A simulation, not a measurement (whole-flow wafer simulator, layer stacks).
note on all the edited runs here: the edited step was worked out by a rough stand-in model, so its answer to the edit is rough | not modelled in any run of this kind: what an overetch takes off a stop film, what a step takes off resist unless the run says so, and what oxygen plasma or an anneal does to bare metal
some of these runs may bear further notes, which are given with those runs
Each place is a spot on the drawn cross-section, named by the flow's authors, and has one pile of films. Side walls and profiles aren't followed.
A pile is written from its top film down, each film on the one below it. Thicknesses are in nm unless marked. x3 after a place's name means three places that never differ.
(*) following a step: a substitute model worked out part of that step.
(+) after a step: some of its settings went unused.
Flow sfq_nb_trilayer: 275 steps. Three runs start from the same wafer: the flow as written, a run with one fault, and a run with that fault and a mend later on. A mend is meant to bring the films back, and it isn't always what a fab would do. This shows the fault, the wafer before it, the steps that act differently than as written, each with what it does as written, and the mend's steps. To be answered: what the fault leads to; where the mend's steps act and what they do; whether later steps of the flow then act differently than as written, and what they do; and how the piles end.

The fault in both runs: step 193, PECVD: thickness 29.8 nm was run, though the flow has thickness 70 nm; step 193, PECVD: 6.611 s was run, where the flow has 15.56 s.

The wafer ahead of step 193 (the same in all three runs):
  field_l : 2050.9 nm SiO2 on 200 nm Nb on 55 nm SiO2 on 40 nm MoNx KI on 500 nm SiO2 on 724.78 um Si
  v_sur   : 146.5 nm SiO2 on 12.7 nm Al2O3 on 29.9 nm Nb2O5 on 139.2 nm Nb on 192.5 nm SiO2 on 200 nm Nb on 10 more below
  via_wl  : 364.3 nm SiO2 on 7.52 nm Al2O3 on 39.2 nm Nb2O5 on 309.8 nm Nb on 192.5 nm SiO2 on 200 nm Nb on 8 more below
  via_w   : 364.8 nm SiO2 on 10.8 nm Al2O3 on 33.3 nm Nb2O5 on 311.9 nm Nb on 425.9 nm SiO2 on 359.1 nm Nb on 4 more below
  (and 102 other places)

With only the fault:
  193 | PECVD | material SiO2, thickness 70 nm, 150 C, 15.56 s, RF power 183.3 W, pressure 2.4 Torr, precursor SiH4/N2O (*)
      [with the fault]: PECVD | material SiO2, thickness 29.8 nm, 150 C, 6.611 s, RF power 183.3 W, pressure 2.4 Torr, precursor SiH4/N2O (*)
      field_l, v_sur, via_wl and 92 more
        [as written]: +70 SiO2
        [with the fault]: +29.8 SiO2
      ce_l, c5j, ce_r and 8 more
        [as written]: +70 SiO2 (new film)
        [with the fault]: +29.8 SiO2 (new film)
  Later steps of the flow acting differently than as written (8 other steps are not shown; they differ only slightly, by no more than 2% or 0.5 nm, whichever is larger):
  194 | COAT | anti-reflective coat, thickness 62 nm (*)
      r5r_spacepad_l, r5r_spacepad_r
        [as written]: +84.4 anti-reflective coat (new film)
        [with the fault]: +82.7 anti-reflective coat (new film)
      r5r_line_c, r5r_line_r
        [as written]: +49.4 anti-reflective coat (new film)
        [with the fault]: +48.4 anti-reflective coat (new film)
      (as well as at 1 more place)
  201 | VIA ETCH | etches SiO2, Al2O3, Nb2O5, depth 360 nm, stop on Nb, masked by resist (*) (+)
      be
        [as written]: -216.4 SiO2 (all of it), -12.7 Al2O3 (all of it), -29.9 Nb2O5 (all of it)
        [with the fault]: -176.2 SiO2 (all of it), -12.7 Al2O3 (all of it), -29.9 Nb2O5 (all of it)
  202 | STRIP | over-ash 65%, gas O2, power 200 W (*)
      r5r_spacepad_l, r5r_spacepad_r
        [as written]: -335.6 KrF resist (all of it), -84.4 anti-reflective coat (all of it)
        [with the fault]: -336 KrF resist (all of it), -82.7 anti-reflective coat (all of it)
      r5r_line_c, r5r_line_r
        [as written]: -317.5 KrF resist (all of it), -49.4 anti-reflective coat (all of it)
        [with the fault]: -317.2 KrF resist (all of it), -48.4 anti-reflective coat (all of it)
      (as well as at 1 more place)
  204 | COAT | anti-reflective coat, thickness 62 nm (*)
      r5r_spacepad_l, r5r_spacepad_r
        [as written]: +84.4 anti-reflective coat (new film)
        [with the fault]: +82.7 anti-reflective coat (new film)
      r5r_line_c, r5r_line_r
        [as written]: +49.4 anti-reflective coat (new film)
        [with the fault]: +48.4 anti-reflective coat (new film)
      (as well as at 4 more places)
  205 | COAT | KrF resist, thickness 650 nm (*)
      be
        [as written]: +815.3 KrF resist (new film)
        [with the fault]: +786.6 KrF resist (new film)
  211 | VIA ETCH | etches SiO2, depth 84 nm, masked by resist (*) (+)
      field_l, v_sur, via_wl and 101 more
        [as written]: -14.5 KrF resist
        [with the fault]: -7.67 KrF resist
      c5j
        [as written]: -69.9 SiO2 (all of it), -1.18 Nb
        [with the fault]: -29.7 SiO2 (all of it), -1.23 Nb
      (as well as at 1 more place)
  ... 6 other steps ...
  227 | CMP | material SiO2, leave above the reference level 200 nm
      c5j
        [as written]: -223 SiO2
        [with the fault]: -260 SiO2
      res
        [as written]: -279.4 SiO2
        [with the fault]: -326.7 SiO2
  The piles end different from the flow's at v_sur, via_wl, via_w and 79 more by more than 2% or 0.5 nm, whichever is larger.
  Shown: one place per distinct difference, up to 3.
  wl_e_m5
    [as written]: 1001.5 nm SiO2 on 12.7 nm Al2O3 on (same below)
    [with the fault]: 961.3 nm SiO2 on 12.7 nm Al2O3 on (same below)
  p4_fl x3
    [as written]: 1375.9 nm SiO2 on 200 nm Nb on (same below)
    [with the fault]: 1335.7 nm SiO2 on 200 nm Nb on (same below)
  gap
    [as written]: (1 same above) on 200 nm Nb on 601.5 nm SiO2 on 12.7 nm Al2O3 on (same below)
    [with the fault]: (1 same above) on 200 nm Nb on 561.3 nm SiO2 on 12.7 nm Al2O3 on (same below)

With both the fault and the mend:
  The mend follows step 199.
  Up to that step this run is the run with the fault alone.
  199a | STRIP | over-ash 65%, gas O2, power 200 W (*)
      p4_fl x3, p4_w1 x9, p4_g1 x2 and 33 more
        -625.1 KrF resist (all of it), -62 anti-reflective coat (all of it)
      wl_b_m5, wl_b_sr, wl_c_sl and 12 more
        -625 KrF resist (all of it), -62 anti-reflective coat (all of it)
      v_sur, via_wl, via_w
        -625.7 KrF resist (all of it), -62.2 anti-reflective coat (all of it)
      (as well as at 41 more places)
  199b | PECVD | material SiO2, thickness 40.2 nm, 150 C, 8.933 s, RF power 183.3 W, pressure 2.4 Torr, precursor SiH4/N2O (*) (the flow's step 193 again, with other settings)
      field_l, v_sur, via_wl and 103 more
        +40.2 SiO2
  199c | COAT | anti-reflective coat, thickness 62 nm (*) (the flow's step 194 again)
      p4_fl x3, p4_w1 x9, p4_g1 x2 and 50 more
        +62 anti-reflective coat (new film)
      via_wr, via_sp, via_v, wire, lsp_r, l0_sur, l0v
        +62.3 anti-reflective coat (new film)
      be, be_sur, gap, lsp_m, ln_m6
        +62.4 anti-reflective coat (new film)
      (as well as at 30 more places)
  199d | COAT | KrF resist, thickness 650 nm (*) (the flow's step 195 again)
      p4_fl x3, p4_w1 x9, p4_g1 x2 and 33 more
        +650 KrF resist (new film)
      wl_b_m5, wl_b_sr, wl_c_sl and 12 more
        +649.9 KrF resist (new film)
      v_sur, via_wl, via_w
        +650.6 KrF resist (new film)
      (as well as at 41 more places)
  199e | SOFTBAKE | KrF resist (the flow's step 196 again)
      does not change any film at any place that is followed
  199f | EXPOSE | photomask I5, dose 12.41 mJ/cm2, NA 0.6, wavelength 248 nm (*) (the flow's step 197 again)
      does not change any film at any place that is followed
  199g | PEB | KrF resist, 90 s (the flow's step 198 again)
      field_l, v_sur, via_wl and 87 more
        -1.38 KrF resist
      jj_sur, ce_l, sp_r, moat, field_r, wl_jj
        -1.39 KrF resist
      be_r, r_sur, res, r_end
        -1.33 KrF resist
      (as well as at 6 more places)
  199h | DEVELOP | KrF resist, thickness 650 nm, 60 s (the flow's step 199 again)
      field_l, v_sur, via_wl and 102 more
        -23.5 KrF resist
      be
        -649.8 KrF resist (all of it)
  Later steps of the flow that are run all act as written at every place that is followed, up to a difference of at most 2% or 0.5 nm, whichever is larger.
  At every place that both follow, the piles at the end match the flow's.
